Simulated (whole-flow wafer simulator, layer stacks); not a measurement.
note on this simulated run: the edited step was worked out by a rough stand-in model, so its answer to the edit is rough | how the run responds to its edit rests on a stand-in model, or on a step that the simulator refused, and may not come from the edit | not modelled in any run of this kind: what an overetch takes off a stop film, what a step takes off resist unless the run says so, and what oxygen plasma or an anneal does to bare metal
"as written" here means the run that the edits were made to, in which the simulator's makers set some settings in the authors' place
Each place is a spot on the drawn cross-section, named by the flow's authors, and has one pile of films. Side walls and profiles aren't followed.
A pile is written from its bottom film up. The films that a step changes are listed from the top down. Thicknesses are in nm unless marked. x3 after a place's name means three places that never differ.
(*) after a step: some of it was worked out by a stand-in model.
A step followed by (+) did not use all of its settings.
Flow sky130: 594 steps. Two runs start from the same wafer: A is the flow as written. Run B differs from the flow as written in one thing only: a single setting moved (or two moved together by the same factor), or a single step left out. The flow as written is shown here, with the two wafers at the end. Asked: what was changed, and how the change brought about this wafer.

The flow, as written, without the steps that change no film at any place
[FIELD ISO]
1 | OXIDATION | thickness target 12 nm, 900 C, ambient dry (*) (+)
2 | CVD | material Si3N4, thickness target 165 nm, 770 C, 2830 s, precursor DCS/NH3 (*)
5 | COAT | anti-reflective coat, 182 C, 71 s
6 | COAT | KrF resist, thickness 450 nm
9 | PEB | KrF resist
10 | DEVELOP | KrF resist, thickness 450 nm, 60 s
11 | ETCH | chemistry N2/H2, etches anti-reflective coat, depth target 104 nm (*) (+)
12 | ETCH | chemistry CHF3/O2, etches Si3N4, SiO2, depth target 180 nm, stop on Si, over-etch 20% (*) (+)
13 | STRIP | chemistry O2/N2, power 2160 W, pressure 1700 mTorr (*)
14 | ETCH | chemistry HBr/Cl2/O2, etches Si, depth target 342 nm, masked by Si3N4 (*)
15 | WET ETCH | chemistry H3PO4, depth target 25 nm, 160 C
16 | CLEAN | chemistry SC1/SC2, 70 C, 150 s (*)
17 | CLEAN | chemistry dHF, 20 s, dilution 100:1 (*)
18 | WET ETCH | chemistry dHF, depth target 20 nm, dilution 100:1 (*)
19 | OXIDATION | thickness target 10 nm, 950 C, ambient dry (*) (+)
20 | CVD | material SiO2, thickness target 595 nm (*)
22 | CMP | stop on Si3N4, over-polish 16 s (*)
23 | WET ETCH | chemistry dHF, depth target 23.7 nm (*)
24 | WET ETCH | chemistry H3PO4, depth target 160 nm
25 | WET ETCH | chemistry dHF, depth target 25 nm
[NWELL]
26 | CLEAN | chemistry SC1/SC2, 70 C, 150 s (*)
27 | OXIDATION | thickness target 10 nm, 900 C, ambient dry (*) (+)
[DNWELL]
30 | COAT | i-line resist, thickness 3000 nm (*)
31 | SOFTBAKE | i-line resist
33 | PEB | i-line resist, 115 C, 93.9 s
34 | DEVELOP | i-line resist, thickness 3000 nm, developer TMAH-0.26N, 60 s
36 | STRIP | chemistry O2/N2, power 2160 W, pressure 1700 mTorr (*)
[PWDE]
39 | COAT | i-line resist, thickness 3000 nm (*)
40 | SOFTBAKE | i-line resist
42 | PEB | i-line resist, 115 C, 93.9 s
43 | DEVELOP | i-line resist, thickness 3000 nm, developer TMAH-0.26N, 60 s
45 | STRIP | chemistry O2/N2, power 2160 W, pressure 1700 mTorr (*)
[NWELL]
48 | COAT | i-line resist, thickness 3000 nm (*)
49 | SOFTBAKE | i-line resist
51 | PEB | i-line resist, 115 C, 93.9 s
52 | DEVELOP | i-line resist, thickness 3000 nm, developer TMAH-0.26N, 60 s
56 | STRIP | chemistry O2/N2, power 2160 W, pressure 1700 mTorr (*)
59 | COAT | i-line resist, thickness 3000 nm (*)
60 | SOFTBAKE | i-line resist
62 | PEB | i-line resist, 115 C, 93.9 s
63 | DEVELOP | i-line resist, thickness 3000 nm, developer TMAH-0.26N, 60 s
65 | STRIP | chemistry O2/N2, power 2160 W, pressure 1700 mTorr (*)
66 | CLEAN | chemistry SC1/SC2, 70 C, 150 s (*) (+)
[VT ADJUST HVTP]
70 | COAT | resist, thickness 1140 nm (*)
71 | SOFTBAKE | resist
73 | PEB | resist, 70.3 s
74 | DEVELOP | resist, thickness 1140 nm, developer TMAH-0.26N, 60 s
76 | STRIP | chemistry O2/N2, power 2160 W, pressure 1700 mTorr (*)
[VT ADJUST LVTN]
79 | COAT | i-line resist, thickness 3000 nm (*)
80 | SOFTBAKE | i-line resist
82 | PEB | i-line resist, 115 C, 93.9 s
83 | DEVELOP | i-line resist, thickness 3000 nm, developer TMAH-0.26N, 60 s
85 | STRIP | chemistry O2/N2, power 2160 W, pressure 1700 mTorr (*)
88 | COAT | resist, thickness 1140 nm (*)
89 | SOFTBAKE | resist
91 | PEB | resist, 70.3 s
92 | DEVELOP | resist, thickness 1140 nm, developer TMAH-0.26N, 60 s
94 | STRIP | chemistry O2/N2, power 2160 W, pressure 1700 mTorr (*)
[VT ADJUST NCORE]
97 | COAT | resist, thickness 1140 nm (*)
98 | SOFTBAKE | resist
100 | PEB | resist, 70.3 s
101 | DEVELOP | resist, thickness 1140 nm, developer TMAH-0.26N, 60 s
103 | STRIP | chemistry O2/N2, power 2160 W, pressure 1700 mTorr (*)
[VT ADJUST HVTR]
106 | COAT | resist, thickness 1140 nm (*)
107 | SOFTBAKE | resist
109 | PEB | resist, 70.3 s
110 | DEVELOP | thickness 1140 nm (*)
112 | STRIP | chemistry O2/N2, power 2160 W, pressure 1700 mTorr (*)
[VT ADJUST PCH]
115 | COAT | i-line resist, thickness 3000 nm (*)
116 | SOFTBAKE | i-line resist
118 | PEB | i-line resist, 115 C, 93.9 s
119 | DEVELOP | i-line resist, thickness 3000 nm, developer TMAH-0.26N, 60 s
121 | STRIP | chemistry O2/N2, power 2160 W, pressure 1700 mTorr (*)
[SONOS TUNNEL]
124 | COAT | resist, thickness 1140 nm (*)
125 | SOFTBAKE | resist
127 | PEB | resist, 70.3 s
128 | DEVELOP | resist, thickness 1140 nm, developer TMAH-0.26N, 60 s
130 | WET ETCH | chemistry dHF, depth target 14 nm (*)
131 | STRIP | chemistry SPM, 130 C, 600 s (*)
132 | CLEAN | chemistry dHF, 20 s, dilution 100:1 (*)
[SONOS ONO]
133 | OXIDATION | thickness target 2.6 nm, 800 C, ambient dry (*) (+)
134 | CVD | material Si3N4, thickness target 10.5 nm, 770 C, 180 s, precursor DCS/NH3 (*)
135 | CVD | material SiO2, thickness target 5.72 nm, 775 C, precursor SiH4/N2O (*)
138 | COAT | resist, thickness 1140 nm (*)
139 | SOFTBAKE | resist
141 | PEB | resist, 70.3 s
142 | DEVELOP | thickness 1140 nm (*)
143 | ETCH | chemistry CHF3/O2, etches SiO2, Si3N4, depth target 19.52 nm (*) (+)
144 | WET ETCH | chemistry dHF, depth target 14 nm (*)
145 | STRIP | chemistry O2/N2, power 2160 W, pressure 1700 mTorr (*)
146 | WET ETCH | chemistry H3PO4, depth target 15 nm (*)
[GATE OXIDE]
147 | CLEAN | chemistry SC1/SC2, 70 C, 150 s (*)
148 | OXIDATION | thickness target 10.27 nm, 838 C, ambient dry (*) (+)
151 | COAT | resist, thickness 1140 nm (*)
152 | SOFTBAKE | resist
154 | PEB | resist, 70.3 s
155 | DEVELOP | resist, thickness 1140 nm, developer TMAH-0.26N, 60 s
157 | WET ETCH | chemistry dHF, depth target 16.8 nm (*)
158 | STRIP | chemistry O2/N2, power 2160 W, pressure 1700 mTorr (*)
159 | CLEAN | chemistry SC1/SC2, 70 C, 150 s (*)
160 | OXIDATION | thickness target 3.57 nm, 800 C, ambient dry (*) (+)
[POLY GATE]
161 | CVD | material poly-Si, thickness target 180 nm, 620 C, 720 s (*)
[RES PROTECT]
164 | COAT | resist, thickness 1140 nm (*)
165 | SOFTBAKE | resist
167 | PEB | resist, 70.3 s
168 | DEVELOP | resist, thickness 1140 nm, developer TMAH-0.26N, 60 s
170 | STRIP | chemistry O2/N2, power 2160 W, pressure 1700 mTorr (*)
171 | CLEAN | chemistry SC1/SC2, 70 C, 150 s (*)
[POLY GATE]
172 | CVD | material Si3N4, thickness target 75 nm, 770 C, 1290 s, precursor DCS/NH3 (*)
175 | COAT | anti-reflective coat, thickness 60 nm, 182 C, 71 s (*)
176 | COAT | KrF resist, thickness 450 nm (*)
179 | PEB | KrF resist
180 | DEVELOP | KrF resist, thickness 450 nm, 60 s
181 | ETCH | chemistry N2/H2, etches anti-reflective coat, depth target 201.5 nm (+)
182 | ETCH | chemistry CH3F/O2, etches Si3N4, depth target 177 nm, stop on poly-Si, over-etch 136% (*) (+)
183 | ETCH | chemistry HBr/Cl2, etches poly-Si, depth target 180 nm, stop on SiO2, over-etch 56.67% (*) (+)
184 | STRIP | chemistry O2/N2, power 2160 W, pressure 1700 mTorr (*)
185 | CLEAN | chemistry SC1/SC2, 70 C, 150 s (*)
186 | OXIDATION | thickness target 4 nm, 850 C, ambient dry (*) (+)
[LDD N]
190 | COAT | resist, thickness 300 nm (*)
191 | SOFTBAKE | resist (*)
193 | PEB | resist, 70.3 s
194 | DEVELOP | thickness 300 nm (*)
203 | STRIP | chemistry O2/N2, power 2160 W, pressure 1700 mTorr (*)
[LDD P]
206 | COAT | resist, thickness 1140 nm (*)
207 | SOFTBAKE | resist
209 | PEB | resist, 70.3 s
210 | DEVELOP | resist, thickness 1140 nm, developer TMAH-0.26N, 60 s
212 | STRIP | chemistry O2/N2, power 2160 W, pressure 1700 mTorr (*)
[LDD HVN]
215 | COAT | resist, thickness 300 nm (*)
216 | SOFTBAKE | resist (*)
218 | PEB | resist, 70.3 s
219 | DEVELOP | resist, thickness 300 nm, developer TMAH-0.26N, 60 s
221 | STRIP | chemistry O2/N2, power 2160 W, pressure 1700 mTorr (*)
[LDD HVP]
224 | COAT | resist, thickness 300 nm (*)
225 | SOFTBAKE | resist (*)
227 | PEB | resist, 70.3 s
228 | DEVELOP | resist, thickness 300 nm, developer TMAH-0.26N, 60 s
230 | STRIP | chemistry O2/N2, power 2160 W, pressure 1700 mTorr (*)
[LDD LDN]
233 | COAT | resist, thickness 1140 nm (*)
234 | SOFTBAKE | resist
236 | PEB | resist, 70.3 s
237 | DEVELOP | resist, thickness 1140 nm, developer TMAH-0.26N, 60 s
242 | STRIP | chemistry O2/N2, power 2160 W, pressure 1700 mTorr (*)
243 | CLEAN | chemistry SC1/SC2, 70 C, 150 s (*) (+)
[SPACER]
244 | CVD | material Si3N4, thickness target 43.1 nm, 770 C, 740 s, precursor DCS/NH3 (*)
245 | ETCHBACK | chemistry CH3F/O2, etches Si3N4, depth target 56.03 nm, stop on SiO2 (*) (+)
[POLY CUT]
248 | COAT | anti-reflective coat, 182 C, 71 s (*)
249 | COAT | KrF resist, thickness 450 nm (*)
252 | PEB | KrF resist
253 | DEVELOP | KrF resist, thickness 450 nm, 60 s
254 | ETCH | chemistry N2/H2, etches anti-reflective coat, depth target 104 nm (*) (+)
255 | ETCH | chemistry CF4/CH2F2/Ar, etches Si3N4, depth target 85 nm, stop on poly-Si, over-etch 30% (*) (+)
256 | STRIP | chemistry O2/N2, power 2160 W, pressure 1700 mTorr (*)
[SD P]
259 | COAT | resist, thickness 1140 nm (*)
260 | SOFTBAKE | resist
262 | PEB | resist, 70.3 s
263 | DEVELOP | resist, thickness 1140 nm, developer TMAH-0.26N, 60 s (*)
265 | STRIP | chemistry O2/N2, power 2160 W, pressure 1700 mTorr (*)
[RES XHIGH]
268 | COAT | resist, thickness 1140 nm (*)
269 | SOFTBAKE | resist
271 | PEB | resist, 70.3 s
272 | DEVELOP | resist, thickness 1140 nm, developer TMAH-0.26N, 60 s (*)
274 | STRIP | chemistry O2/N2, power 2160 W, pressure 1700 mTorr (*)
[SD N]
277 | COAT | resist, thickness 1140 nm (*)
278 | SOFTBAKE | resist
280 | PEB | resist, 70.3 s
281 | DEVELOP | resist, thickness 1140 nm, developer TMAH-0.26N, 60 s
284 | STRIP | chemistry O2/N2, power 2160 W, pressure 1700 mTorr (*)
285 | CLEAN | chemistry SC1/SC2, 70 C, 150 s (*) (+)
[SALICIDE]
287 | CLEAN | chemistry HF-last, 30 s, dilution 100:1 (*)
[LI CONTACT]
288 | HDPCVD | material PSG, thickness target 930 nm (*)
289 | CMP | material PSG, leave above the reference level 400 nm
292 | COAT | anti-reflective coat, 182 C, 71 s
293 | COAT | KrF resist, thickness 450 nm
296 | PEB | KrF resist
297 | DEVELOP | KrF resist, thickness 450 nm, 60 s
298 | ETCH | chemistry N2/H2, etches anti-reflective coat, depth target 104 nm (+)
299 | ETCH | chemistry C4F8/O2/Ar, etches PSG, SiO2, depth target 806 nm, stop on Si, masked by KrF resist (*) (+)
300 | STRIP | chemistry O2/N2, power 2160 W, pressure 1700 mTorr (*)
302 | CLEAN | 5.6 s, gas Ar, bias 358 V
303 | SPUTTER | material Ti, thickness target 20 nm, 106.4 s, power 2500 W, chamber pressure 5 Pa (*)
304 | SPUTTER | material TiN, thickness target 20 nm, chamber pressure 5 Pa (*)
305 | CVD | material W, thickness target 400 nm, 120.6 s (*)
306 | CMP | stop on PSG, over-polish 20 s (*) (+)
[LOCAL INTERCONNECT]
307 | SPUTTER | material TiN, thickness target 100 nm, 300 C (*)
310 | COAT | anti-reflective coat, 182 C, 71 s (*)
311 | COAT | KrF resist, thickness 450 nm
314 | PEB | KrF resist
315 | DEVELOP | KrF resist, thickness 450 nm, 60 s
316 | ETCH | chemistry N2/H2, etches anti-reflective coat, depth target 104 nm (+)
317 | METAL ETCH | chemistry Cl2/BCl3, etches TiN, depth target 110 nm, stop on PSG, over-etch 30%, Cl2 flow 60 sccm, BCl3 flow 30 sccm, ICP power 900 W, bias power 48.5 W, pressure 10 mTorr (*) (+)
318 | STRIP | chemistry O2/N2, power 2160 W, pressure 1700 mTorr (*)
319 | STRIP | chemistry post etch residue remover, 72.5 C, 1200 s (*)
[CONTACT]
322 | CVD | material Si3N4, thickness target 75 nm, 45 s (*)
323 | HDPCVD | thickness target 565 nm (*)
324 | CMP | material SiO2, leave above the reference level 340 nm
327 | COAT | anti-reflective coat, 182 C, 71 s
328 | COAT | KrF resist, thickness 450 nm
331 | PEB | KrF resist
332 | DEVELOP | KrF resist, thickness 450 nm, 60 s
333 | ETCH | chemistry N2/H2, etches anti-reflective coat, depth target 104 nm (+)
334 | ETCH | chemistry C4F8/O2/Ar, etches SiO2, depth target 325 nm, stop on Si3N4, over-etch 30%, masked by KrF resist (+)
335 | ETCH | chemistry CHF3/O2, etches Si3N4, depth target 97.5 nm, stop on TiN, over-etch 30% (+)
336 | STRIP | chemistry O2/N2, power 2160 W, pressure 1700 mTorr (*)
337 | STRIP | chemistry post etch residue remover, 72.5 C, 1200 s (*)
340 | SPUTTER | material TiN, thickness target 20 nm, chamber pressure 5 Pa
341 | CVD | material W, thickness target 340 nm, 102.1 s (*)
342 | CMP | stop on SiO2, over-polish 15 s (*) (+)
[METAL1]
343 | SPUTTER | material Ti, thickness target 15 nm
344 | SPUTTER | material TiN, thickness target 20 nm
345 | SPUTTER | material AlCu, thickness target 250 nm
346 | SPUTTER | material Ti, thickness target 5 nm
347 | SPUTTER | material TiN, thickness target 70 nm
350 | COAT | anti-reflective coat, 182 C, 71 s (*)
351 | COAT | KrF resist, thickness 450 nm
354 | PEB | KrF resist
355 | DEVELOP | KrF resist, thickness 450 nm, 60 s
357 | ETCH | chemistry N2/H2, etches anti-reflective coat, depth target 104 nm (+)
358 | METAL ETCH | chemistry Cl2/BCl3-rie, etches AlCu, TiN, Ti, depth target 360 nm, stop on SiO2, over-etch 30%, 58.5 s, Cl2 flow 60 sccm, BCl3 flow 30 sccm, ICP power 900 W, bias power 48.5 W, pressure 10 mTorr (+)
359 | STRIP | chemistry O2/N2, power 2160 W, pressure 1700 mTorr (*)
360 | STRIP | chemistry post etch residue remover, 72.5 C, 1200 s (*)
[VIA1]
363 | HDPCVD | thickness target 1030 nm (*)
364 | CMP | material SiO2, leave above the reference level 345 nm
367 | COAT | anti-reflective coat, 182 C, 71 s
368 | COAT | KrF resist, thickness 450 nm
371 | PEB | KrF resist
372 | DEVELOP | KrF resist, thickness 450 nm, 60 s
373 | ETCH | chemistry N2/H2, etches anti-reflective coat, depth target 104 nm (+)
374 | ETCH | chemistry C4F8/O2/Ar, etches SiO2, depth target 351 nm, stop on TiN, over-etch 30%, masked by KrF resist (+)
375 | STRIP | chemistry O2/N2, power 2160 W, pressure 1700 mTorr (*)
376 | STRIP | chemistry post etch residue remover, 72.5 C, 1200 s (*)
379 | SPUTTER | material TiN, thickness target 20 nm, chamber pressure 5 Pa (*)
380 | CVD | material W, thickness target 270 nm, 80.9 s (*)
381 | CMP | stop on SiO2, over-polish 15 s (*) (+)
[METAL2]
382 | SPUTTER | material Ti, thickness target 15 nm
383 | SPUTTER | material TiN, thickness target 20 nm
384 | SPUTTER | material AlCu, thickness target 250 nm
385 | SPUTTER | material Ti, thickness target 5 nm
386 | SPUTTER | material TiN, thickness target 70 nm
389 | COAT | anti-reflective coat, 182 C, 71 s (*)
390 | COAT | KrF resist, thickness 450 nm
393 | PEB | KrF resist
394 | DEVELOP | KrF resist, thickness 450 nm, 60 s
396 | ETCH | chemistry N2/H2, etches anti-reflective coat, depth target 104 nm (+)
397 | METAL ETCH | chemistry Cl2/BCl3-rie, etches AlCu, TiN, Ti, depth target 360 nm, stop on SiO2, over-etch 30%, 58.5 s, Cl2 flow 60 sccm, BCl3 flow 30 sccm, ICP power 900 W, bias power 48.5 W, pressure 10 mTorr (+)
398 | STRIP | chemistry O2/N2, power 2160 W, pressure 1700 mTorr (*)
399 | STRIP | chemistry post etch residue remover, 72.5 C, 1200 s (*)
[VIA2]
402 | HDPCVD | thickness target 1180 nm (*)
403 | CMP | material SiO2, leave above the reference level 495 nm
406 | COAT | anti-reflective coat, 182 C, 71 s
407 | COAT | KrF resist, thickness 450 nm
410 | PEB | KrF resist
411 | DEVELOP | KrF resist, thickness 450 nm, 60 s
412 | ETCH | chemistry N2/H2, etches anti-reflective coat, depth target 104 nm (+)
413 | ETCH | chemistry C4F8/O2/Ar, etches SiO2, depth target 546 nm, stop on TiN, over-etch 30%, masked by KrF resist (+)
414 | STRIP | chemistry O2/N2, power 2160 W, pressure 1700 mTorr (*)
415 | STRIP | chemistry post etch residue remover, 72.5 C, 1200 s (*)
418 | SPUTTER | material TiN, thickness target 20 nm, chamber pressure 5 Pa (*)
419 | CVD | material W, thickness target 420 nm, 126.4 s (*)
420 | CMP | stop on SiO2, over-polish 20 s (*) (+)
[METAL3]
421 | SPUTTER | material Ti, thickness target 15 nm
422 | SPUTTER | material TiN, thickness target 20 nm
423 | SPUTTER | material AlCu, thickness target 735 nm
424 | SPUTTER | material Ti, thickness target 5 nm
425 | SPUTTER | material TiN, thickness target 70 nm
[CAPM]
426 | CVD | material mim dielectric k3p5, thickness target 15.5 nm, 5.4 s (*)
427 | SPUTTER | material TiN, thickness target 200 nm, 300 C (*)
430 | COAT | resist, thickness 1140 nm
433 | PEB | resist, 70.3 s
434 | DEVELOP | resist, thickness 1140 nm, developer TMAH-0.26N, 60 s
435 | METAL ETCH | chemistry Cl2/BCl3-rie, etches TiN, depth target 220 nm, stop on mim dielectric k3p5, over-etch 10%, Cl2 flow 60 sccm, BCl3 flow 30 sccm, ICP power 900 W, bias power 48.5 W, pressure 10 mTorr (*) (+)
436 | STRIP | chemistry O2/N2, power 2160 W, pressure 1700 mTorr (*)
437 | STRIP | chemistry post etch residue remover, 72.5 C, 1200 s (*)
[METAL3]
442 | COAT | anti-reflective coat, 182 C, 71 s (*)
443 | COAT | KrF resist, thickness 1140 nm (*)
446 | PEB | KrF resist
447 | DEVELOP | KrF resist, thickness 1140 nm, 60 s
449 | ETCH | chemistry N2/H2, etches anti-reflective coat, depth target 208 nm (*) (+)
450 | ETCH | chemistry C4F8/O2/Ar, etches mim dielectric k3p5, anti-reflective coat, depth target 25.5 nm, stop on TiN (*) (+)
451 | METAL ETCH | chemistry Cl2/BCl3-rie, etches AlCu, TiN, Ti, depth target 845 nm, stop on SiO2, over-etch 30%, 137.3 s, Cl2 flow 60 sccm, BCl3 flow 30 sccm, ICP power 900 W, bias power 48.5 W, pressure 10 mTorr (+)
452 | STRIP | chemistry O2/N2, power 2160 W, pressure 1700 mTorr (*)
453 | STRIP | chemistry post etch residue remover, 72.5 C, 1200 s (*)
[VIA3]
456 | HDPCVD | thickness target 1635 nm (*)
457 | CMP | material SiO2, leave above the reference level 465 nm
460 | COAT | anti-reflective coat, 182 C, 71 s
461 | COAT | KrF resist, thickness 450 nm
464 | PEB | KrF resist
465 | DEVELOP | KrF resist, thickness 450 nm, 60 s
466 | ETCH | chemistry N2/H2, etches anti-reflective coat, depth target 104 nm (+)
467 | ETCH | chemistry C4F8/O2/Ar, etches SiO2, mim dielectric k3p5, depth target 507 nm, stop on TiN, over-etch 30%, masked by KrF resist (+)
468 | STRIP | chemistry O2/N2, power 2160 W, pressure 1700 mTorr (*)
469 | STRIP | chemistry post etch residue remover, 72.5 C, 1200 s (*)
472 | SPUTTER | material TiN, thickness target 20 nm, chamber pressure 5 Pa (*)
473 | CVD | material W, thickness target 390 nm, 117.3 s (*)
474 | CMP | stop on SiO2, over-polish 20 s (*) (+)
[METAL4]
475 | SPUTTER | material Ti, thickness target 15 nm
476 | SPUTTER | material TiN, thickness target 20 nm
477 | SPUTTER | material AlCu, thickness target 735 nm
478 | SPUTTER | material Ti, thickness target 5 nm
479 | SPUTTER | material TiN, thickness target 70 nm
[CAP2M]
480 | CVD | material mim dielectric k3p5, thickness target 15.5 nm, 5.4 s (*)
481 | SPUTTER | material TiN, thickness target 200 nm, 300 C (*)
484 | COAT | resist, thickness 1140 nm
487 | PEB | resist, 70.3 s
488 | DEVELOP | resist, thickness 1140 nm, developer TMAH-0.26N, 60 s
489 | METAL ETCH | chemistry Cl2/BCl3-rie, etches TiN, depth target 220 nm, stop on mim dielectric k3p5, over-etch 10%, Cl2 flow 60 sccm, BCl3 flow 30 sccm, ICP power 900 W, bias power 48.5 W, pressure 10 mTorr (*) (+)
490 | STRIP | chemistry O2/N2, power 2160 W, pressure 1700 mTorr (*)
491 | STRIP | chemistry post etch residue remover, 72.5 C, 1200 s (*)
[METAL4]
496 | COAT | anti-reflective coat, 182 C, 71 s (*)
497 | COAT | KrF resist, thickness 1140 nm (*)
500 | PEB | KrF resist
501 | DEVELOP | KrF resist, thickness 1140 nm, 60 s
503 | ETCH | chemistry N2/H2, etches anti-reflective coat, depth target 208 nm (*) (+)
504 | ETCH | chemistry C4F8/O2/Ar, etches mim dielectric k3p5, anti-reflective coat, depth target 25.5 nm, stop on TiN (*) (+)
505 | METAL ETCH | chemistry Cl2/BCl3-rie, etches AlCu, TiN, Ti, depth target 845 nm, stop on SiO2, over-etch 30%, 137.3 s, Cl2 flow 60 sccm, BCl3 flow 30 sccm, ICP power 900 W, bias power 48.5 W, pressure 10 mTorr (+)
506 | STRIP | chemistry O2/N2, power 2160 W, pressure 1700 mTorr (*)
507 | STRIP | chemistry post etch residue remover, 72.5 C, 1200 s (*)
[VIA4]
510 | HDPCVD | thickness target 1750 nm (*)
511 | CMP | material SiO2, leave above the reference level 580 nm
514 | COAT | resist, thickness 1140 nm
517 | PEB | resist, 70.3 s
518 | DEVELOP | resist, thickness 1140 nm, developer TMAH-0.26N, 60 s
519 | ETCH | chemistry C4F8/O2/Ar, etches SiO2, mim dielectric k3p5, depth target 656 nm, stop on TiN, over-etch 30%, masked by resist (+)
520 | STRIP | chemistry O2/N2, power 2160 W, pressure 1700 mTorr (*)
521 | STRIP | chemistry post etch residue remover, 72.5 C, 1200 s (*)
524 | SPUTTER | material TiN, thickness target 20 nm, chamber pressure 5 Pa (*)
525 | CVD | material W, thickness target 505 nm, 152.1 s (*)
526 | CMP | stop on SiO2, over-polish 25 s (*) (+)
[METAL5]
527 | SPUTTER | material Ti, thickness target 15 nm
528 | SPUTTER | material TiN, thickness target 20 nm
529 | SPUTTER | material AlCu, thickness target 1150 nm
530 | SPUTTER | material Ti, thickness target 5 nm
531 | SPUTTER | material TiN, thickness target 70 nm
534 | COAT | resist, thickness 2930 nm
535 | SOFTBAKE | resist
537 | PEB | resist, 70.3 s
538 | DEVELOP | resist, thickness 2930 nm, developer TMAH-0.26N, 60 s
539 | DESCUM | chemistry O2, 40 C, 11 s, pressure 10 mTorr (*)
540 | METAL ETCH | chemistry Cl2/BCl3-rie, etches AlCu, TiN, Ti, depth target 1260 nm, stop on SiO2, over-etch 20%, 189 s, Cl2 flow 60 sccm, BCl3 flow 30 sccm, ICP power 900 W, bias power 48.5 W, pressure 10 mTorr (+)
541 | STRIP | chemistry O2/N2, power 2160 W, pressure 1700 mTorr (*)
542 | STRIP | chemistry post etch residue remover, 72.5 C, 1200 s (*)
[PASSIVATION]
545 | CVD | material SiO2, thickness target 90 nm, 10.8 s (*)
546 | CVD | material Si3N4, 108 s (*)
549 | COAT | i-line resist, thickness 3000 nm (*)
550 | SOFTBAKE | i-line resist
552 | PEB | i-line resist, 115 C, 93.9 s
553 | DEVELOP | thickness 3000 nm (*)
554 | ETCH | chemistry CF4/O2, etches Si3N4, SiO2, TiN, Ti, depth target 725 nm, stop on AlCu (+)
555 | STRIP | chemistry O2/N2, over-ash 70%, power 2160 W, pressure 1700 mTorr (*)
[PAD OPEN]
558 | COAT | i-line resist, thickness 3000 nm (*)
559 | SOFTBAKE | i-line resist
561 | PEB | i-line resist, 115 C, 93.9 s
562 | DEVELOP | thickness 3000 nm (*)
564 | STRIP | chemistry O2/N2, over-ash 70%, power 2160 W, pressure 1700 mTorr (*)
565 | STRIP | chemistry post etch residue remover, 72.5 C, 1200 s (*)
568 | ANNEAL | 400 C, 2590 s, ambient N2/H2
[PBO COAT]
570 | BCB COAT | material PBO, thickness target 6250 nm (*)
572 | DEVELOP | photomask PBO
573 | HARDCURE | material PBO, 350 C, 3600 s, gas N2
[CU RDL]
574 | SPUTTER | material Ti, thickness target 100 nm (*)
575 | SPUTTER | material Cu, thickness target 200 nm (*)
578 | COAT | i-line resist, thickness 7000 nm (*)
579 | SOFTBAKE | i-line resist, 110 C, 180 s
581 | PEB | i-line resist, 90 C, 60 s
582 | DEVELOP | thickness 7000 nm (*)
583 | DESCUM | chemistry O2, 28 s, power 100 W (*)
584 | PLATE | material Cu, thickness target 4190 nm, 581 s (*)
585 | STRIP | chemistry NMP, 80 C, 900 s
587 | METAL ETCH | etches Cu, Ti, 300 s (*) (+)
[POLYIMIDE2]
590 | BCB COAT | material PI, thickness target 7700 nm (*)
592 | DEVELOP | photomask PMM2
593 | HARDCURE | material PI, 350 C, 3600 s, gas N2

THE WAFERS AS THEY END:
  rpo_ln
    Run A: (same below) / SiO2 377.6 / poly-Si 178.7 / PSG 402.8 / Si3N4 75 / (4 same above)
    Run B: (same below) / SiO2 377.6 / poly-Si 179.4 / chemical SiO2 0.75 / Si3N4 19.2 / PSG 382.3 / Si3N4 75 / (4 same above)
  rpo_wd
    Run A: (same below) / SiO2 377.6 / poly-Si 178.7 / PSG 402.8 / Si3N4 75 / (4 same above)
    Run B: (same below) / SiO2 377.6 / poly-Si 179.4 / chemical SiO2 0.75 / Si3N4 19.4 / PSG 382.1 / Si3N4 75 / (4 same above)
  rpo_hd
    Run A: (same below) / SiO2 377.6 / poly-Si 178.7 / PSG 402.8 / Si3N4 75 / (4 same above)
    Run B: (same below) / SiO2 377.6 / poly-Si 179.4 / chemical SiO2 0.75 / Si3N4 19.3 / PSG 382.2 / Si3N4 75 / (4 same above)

The reason: step 255, ETCH: depth target 41.6 nm was run, while the flow as written has depth target 85 nm.

How this came from the change, step by step:
  255 | ETCH | chemistry CF4/CH2F2/Ar, etches Si3N4, depth target 85 nm, stop on poly-Si, over-etch 30% (*) (+)
      rpo_wd, rxpo_wd: A -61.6 Si3N4 (all of it), -0.75 chemical SiO2 (all of it) | B -41.6 Si3N4
      poly_licon: A -61.9 Si3N4 (all of it), -0.76 chemical SiO2 (all of it) | B -41.6 Si3N4
      (also at 187 further places)
  256 | STRIP | chemistry O2/N2, power 2160 W, pressure 1700 mTorr (*)
      poly_licon, rpo_ln, rpo_wd, rpo_hd, rpo_hd_licon, rxpo_ln, rxpo_wd: A +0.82 chemical SiO2 (new film), -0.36 poly-Si | B nothing
      dice_street, dep_dnw_sti, iso_dnw_wall, grade_field_poly, de16_nwb_sti: A -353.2 KrF resist (all of it), -80 anti-reflective coat (all of it) | B -373.1 KrF resist (all of it), -80 anti-reflective coat (all of it)
      (also at 178 further places)
  260 | SOFTBAKE | resist
      mim: A +10.8 resist | B +12.1 resist
      npn11_xb: A +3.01 resist | B +3.61 resist
      (also at 11 further places)
  269 | SOFTBAKE | resist
      mim: A +10.8 resist | B +12.1 resist
      npn11_xb: A +3.01 resist | B +3.61 resist
      (also at 11 further places)
  278 | SOFTBAKE | resist
      mim: A +10.8 resist | B +12.1 resist
      nw_fld__w1: A +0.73 resist | B +1.34 resist
      (also at 12 further places)
  287 | CLEAN | chemistry HF-last, 30 s, dilution 100:1 (*)
      rpo_ln, rpo_wd, rpo_hd, rpo_hd_licon, rxpo_ln, rxpo_wd: A -0.77 chemical SiO2 (all of it) | B -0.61 Si3N4
      poly_licon: A -0.76 chemical SiO2 (all of it) | B -0.61 Si3N4
  289 | CMP | material PSG, leave above the reference level 400 nm
      rpo_wd, rpo_hd, rxpo_wd: A -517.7 PSG | B -538.4 PSG
      poly_licon, rpo_hd_licon: A -517.7 PSG | B -538.7 PSG
      (also at 2 further places)
  299 | ETCH | chemistry C4F8/O2/Ar, etches PSG, SiO2, depth target 806 nm, stop on Si, masked by KrF resist (*) (+)
      poly_licon: A -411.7 PSG (all of it) | B -390.7 PSG (all of it), -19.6 Si3N4 (all of it), -0.76 chemical SiO2 (all of it)
      rpo_hd_licon: A -411.7 PSG (all of it) | B -390.7 PSG (all of it), -19.6 Si3N4 (all of it), -0.75 chemical SiO2 (all of it)
  306 | CMP | stop on PSG, over-polish 20 s (*) (+)
      poly_licon: A -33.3 W | B -34 W
